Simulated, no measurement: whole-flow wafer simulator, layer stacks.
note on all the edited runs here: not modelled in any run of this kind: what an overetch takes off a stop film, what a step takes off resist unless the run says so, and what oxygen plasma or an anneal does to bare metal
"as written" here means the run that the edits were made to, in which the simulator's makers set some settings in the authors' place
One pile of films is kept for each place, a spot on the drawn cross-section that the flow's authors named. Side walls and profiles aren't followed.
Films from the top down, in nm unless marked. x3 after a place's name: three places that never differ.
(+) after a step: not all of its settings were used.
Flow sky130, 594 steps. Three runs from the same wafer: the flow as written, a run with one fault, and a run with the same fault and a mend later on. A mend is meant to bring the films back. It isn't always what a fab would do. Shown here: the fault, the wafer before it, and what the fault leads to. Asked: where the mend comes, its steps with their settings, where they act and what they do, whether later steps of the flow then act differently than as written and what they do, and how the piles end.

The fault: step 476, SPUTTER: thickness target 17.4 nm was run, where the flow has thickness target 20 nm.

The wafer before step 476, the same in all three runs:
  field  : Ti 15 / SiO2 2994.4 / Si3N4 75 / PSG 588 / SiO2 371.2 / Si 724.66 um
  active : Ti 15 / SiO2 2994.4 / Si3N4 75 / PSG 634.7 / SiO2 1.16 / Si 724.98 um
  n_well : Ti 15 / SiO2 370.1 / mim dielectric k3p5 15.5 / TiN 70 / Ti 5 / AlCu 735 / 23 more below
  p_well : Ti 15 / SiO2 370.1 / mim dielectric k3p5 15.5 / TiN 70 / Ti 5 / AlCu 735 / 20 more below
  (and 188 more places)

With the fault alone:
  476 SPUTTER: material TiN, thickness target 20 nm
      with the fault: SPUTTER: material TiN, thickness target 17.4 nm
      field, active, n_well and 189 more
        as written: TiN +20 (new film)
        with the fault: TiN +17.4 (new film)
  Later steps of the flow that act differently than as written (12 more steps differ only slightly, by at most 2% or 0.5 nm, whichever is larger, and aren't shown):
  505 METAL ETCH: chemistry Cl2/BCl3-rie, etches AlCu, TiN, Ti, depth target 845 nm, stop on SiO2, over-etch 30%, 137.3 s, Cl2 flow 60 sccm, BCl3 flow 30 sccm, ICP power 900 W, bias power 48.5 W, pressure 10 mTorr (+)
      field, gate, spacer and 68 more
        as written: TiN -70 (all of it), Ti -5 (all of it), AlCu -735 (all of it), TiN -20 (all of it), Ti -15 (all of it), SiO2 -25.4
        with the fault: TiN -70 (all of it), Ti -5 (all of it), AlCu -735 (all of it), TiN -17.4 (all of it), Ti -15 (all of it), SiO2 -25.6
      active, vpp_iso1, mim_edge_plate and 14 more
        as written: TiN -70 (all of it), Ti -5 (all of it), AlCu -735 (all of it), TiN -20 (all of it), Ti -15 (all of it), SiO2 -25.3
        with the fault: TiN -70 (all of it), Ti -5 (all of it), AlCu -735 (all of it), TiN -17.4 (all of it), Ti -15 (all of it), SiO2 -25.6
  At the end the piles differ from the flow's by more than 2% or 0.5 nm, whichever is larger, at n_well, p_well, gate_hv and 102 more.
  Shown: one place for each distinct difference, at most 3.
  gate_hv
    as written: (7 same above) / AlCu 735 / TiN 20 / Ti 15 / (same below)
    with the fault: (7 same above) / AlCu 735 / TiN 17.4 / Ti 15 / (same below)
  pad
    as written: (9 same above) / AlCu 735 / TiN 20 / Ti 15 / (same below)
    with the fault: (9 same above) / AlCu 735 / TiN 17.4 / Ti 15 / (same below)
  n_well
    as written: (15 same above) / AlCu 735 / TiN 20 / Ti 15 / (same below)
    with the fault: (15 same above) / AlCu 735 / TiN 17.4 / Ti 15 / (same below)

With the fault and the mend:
  The mend comes after step 476.
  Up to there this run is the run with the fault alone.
  476a SPUTTER: material TiN, thickness target 2.6 nm (the flow's step 476 once more, with other settings)
      field, active, n_well and 189 more
        TiN +2.6
  No later step of the flow acts differently than as written at any place that is followed.
  At the end the piles are the same as the flow's at every place that both follow.
